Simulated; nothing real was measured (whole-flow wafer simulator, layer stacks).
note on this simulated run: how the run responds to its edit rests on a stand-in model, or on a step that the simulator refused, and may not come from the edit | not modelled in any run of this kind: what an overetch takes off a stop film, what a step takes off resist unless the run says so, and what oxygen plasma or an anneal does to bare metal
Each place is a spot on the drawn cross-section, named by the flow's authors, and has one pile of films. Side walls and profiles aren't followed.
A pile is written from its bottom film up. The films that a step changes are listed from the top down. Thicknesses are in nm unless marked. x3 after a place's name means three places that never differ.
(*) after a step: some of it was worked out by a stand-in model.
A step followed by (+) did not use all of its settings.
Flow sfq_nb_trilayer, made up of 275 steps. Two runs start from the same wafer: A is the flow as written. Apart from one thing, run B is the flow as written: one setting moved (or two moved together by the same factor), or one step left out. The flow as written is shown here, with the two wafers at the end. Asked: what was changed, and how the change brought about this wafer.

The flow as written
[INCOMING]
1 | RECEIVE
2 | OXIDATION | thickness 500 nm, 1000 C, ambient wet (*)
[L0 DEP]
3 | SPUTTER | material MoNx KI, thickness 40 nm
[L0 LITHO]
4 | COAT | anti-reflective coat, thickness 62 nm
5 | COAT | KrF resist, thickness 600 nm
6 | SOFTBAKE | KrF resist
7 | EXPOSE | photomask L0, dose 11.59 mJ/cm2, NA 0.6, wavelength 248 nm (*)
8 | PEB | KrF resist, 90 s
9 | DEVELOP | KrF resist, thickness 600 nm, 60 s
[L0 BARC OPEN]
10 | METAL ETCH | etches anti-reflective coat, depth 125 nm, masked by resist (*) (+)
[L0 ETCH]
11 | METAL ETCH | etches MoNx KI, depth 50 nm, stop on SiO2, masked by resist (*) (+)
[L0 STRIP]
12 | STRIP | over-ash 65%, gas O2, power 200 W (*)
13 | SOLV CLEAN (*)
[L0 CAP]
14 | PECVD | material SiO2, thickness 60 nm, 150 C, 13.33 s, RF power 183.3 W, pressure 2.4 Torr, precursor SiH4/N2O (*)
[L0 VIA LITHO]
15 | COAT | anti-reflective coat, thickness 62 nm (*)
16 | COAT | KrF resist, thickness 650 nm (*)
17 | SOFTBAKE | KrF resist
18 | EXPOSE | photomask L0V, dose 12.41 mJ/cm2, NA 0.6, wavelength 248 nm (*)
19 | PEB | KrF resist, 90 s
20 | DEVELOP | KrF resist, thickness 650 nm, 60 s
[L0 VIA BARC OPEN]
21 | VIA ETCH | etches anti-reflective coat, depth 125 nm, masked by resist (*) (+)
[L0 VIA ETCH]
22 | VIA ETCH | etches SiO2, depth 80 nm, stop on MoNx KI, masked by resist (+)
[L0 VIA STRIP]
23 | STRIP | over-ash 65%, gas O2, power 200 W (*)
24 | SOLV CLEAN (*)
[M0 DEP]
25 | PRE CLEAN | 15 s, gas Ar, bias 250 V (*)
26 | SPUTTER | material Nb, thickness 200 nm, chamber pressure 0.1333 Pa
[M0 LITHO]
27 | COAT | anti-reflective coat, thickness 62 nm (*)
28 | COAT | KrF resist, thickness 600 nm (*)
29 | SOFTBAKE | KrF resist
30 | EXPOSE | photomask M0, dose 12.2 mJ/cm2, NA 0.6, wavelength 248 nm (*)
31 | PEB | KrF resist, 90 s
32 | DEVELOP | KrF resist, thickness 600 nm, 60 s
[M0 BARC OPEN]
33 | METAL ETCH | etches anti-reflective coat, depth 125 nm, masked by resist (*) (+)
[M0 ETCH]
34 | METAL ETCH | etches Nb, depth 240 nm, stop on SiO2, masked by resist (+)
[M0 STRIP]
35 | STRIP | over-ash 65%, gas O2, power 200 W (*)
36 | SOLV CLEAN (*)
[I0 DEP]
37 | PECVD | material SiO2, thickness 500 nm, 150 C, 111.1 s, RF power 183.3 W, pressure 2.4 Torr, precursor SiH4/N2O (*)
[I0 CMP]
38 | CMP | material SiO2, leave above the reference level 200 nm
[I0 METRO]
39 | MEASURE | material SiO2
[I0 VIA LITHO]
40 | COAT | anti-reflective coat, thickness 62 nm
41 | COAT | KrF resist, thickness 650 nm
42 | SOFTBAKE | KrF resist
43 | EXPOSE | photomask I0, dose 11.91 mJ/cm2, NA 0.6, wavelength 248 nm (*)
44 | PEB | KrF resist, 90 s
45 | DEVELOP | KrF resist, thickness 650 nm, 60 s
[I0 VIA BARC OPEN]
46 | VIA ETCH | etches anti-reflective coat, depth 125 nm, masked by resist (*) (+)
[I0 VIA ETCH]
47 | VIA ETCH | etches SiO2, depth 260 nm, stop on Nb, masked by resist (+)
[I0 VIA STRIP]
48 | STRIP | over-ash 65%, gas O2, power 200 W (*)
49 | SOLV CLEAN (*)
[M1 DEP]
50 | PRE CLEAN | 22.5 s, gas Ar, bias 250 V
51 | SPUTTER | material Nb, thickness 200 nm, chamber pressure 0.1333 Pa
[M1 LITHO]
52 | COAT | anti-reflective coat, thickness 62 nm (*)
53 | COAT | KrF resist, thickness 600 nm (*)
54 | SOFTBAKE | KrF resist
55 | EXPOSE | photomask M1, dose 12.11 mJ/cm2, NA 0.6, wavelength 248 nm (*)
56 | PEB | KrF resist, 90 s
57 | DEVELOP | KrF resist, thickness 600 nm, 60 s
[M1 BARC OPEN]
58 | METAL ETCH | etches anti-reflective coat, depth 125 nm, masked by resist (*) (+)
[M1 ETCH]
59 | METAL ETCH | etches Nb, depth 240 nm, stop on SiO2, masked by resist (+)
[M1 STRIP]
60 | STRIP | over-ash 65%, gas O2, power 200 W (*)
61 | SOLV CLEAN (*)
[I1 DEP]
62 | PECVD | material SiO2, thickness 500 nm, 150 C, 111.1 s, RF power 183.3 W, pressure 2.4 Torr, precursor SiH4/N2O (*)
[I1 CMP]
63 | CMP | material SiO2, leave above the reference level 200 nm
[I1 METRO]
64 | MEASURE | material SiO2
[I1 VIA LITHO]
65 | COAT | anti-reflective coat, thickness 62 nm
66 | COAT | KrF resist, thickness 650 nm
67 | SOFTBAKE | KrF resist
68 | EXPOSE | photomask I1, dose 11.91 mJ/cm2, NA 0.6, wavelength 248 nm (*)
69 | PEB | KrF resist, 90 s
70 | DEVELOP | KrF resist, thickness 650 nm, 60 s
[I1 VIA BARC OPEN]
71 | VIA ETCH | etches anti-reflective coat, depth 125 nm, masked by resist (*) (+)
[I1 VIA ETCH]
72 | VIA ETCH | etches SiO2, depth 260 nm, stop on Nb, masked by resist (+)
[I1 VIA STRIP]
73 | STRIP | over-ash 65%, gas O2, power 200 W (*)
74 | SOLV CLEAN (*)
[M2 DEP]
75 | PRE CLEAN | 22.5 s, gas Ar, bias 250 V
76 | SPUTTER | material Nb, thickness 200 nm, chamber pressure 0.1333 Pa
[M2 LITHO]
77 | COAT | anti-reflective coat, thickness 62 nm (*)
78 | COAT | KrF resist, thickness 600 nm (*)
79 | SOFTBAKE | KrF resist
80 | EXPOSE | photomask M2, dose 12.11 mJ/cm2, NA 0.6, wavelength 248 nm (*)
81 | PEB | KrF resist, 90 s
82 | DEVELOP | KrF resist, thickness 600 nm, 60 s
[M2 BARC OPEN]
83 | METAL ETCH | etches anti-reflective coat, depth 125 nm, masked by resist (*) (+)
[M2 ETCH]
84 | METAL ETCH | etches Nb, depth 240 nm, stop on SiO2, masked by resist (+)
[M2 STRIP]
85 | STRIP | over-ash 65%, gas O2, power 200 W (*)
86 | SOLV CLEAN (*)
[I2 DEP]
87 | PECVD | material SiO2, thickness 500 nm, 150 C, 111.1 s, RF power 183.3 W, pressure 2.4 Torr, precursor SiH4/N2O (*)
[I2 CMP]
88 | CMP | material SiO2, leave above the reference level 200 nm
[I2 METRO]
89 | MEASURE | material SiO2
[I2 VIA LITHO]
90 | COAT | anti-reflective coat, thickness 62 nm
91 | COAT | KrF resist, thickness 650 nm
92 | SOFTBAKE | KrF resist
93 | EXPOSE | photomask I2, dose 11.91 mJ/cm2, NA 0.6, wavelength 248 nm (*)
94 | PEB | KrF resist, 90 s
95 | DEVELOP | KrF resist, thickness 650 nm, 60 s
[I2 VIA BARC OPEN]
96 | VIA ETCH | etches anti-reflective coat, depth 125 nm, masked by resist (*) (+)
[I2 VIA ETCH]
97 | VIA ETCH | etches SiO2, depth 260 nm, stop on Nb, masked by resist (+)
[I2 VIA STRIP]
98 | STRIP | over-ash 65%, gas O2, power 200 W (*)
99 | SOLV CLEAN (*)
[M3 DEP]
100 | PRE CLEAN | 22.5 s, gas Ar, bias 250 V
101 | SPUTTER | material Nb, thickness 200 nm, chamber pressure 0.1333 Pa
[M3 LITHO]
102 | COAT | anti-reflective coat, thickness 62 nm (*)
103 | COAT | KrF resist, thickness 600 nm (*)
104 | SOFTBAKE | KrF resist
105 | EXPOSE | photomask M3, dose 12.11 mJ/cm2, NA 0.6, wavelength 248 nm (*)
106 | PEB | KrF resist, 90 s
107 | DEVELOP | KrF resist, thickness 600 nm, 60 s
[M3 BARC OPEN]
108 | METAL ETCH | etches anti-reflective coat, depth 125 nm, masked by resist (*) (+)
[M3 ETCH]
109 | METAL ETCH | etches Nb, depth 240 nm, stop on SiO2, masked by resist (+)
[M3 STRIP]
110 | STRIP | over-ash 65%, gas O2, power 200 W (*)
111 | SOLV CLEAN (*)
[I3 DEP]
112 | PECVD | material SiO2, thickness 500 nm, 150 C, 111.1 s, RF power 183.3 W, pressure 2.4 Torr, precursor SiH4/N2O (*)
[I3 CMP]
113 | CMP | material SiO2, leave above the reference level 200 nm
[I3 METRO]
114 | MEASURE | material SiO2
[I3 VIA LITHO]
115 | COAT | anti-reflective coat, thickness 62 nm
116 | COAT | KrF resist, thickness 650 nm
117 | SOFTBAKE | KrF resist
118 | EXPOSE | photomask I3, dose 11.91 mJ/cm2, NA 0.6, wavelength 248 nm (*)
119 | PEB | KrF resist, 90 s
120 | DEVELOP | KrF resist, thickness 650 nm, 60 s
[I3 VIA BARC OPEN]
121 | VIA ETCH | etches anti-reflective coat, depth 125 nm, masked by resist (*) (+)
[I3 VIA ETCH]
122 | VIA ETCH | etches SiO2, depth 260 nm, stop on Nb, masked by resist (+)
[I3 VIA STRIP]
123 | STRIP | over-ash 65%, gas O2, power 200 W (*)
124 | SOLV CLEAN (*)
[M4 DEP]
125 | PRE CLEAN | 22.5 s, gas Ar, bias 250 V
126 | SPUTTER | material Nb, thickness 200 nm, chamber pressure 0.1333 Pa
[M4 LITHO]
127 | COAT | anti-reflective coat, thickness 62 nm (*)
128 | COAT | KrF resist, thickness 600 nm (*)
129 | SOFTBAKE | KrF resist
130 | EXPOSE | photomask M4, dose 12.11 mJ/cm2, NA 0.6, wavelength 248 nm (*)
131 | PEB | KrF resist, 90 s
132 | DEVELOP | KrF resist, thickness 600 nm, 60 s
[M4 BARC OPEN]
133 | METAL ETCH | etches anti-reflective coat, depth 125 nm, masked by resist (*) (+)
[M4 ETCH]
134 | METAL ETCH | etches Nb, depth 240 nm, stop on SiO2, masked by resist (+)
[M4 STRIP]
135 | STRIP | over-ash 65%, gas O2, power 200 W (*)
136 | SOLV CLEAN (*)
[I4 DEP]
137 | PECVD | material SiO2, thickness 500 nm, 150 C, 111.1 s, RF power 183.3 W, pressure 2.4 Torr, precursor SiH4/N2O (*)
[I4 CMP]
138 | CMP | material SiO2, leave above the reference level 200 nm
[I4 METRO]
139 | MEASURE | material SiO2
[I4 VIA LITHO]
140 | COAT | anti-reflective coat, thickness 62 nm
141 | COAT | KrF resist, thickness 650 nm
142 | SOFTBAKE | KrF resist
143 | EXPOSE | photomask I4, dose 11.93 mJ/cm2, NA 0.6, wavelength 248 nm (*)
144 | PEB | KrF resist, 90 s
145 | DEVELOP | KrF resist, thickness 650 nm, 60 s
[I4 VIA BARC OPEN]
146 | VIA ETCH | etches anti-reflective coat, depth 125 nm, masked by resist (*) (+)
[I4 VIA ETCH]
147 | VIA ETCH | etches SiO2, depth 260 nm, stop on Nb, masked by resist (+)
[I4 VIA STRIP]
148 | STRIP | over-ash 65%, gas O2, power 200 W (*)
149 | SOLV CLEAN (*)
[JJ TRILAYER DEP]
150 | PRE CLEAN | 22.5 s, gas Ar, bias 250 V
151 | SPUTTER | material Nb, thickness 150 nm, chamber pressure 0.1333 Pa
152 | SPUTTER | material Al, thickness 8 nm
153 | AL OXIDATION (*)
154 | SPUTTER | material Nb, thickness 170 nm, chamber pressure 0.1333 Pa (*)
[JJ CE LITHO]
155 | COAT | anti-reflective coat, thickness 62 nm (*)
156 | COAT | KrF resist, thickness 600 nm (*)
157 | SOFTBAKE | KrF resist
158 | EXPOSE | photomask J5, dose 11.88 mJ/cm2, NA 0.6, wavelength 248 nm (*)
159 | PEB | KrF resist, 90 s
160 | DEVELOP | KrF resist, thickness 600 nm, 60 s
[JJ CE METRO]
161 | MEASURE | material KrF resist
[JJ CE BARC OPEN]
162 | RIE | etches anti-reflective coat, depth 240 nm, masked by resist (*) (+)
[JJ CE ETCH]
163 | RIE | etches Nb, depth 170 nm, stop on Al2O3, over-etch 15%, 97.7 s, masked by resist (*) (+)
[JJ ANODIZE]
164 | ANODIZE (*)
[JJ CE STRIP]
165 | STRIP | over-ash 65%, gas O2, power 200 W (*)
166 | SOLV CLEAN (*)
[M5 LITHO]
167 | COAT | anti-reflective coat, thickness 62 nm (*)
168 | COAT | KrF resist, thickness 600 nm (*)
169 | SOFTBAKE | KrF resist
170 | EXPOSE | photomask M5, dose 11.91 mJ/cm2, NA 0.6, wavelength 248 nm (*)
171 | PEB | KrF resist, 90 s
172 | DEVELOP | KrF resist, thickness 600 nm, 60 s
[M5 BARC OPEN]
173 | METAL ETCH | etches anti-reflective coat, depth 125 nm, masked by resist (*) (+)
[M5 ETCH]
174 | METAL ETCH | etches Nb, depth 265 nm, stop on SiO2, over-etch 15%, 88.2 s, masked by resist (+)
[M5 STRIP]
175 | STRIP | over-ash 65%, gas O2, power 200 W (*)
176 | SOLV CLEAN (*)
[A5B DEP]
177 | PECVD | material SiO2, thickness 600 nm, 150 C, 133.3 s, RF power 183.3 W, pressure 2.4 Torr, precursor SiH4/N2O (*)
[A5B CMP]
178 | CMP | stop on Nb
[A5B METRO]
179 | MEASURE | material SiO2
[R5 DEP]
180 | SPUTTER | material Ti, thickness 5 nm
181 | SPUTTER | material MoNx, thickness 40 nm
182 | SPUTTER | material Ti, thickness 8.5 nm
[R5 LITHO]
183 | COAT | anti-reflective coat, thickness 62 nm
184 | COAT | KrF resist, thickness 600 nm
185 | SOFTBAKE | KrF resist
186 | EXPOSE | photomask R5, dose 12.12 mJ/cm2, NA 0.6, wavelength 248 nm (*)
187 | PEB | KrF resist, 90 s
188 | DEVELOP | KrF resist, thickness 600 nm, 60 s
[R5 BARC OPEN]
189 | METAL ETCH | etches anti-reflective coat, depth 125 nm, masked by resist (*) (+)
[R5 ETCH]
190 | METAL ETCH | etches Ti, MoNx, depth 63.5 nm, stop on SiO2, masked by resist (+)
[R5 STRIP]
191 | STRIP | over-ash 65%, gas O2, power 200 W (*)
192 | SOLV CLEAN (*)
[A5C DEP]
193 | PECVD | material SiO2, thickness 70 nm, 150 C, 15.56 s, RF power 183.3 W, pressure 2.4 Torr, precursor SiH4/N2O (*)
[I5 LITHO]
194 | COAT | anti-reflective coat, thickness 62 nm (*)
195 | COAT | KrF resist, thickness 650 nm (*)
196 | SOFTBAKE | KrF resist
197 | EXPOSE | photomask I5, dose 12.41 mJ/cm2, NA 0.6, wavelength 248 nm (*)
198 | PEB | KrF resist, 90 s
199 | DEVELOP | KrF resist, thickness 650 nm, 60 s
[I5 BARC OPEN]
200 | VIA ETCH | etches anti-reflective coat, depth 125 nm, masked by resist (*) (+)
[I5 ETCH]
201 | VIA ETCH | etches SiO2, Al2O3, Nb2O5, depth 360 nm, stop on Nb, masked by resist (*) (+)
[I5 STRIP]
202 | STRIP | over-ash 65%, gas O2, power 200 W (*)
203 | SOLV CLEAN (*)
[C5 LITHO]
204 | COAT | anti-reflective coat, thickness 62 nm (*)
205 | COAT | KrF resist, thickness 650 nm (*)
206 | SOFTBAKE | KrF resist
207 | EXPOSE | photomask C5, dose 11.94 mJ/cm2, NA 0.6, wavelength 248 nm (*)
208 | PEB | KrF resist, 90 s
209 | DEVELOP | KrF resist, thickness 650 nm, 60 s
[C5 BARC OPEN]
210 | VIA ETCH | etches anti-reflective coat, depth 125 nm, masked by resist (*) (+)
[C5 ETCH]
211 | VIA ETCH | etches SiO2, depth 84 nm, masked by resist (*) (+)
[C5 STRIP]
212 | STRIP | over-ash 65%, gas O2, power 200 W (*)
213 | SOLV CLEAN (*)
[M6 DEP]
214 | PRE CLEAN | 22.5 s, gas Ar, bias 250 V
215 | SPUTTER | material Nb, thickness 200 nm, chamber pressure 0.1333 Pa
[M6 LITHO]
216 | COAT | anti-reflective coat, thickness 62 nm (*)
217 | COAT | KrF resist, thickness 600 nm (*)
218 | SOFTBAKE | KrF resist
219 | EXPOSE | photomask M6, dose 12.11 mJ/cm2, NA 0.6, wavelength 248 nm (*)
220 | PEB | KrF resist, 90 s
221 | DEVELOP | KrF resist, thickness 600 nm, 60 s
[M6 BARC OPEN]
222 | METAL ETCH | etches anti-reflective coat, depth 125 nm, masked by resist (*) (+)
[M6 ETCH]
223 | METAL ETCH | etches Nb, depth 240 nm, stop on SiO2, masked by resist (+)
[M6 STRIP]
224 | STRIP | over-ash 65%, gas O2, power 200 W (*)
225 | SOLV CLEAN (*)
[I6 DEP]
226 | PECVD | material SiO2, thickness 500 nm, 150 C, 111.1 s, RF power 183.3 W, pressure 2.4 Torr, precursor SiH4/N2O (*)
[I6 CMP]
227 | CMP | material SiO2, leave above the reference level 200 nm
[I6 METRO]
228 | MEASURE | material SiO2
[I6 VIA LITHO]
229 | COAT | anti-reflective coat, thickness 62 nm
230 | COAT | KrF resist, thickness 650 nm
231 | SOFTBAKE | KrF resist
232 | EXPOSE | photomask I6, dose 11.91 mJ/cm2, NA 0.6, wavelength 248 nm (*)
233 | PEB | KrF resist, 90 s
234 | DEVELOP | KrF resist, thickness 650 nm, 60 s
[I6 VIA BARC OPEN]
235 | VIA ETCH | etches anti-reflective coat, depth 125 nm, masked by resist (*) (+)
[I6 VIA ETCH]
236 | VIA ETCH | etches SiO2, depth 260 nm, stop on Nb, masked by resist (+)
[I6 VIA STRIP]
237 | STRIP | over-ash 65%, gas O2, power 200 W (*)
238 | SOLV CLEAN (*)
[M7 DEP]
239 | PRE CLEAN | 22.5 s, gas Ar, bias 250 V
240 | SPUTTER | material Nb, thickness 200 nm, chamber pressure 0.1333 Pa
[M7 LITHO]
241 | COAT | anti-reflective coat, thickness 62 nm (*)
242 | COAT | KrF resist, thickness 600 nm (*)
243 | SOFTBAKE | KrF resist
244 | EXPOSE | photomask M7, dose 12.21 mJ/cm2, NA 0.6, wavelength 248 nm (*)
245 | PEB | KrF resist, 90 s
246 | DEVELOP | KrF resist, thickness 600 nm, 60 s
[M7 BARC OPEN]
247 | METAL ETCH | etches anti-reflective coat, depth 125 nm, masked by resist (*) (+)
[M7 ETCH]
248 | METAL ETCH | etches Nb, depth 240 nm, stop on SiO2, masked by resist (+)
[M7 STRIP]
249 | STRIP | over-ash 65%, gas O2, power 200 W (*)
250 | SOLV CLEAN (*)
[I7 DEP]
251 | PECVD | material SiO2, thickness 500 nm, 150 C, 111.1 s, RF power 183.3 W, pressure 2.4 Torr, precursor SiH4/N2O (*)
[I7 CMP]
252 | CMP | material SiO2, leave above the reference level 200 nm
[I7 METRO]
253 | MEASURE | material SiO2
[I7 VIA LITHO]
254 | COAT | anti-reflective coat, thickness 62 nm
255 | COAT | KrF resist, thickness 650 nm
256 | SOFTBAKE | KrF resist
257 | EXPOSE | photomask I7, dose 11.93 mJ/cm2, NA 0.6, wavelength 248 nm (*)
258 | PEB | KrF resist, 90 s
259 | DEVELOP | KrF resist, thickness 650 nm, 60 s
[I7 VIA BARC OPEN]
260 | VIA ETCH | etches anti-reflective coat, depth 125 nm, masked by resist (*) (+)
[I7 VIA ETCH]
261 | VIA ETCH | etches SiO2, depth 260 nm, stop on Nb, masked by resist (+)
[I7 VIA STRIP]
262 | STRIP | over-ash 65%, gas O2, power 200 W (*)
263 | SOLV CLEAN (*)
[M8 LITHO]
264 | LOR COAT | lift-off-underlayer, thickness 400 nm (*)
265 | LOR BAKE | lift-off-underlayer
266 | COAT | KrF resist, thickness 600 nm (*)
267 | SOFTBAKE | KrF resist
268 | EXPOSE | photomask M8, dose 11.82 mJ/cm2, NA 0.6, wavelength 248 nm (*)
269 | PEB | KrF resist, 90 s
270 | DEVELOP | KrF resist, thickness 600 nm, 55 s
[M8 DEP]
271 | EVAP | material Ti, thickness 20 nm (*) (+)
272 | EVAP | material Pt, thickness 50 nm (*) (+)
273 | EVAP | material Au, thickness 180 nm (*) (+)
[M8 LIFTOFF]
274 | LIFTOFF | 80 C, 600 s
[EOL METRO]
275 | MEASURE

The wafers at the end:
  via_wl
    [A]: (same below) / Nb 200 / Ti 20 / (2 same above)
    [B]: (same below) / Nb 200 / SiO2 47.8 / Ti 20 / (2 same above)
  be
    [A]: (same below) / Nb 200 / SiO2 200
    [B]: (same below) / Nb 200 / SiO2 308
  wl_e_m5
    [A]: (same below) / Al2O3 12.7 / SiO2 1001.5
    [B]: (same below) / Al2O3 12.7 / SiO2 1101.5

What caused this: step 252, CMP: leave above the reference level 308 nm was run, though the flow has leave above the reference level 200 nm.
The wafer itself shows it: be has SiO2 308, and step 252 as written asks for 200 nm.

How this came from the change, step by step:
  252 | CMP | material SiO2, leave above the reference level 200 nm
      field_l, p4_fl, p4_fm and 56 more: A -100 SiO2 | B nothing
      field_r, lsp_l: A -77.7 SiO2 | B nothing
      (as well as at 45 more places)
  254 | COAT | anti-reflective coat, thickness 62 nm
      m5r_linepad_l, m5r_linepad_r: A +62 anti-reflective coat (new film) | B +65.4 anti-reflective coat (new film)
      r5r_spacepad_l, r5r_spacepad_r: A +62 anti-reflective coat (new film) | B +65.5 anti-reflective coat (new film)
      (as well as at 13 more places)
  255 | COAT | KrF resist, thickness 650 nm
      lsp_l: A +650 KrF resist (new film) | B +663.3 KrF resist (new film)
  261 | VIA ETCH | etches SiO2, depth 260 nm, stop on Nb, masked by resist (+)
      via_wl, via_w, via_wr: A -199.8 SiO2 (all of it) | B -260 SiO2
  262 | STRIP | over-ash 65%, gas O2, power 200 W (*)
      m5r_linepad_l, m5r_linepad_r: A -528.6 KrF resist (all of it), -62 anti-reflective coat (all of it) | B -527.5 KrF resist (all of it), -65.4 anti-reflective coat (all of it)
      r5r_spacepad_l, r5r_spacepad_r: A -528.6 KrF resist (all of it), -62 anti-reflective coat (all of it) | B -527.8 KrF resist (all of it), -65.5 anti-reflective coat (all of it)
      (as well as at 13 more places)
  264 | LOR COAT | lift-off-underlayer, thickness 400 nm (*)
      v_sur: A +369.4 lift-off-underlayer (new film) | B +359.4 lift-off-underlayer (new film)
      via_wl: A +549.8 lift-off-underlayer (new film) | B +592.1 lift-off-underlayer (new film)
      (as well as at 7 more places)
  270 | DEVELOP | KrF resist, thickness 600 nm, 55 s
      v_sur: A -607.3 KrF resist (all of it), -369.4 lift-off-underlayer (all of it) | B -607.7 KrF resist (all of it), -359.4 lift-off-underlayer (all of it)
      via_wl: A -623.9 KrF resist (all of it), -549.8 lift-off-underlayer (all of it) | B -631.3 KrF resist (all of it), -592.1 lift-off-underlayer (all of it)
      (as well as at 3 more places)
  274 | LIFTOFF | 80 C, 600 s
      field_r: A -180 Au (all of it), -50 Pt (all of it), -20 Ti (all of it), -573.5 KrF resist (all of it), -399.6 lift-off-underlayer (all of it) | B -180 Au (all of it), -50 Pt (all of it), -20 Ti (all of it), -576.8 KrF resist (all of it), -419.1 lift-off-underlayer (all of it)
      lsp_l: A -180 Au (all of it), -50 Pt (all of it), -20 Ti (all of it), -573.4 KrF resist (all of it), -399.6 lift-off-underlayer (all of it) | B -180 Au (all of it), -50 Pt (all of it), -20 Ti (all of it), -577.5 KrF resist (all of it), -418 lift-off-underlayer (all of it)
      (as well as at 2 more places)
If metal films that touch count as one body, via_wl has 8 bodies (between them, from the top down: SiO2 47.8; SiO2 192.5; SiO2 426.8 / Al2O3 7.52 / Nb2O5 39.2; SiO2 192.5; SiO2 192.5; SiO2 192.5; SiO2 192.5); the flow as written gives 7 bodies (between them, from the top down: SiO2 192.5; SiO2 426.8 / Al2O3 7.52 / Nb2O5 39.2; SiO2 192.5; SiO2 192.5; SiO2 192.5; SiO2 192.5).
